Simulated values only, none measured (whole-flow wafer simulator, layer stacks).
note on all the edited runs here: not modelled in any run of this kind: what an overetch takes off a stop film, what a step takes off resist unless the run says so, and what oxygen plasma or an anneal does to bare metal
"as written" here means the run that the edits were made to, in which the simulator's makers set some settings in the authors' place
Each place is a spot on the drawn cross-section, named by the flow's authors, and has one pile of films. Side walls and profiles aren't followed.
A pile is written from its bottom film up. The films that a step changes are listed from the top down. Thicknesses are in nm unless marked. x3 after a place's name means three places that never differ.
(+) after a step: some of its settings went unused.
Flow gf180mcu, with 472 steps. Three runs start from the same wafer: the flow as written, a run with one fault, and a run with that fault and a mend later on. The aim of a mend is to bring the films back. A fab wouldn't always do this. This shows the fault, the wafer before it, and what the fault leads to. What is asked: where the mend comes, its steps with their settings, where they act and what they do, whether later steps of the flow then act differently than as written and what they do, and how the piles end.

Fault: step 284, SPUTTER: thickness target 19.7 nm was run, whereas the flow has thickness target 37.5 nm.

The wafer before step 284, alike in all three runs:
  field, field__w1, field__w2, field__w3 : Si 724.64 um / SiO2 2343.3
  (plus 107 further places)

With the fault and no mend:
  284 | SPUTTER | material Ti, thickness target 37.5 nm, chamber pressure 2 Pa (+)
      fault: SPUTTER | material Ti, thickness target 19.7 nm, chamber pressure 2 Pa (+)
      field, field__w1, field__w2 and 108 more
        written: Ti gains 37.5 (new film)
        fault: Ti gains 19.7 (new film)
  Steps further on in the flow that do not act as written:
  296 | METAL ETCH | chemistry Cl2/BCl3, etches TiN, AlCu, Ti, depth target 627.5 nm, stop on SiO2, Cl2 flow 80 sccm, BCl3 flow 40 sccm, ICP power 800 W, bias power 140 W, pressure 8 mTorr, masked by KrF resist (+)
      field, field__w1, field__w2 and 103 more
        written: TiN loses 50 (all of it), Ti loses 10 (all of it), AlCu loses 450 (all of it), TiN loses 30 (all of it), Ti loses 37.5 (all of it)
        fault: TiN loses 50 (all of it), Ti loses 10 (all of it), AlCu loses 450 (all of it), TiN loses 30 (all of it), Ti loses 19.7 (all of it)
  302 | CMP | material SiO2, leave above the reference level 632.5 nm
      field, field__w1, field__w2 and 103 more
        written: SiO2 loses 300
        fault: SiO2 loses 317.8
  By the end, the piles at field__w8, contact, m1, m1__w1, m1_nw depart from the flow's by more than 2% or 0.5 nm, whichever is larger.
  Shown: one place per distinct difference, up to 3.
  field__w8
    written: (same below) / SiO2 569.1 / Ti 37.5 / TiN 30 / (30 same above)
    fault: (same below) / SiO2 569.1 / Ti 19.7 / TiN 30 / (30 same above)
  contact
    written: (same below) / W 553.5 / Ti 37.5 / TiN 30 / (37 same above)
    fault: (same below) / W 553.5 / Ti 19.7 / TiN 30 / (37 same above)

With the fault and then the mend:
  After step 284 comes the mend.
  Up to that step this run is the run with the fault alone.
  284a | SPUTTER | material Ti, thickness target 17.8 nm, chamber pressure 2 Pa (+) (a further turn of the flow's step 284, with different settings)
      field, field__w1, field__w2 and 108 more
        Ti gains 17.8
  None of the later steps of the flow acts differently than as written at any place that is followed.
  By the end, the piles equal the flow's at every place that both follow.
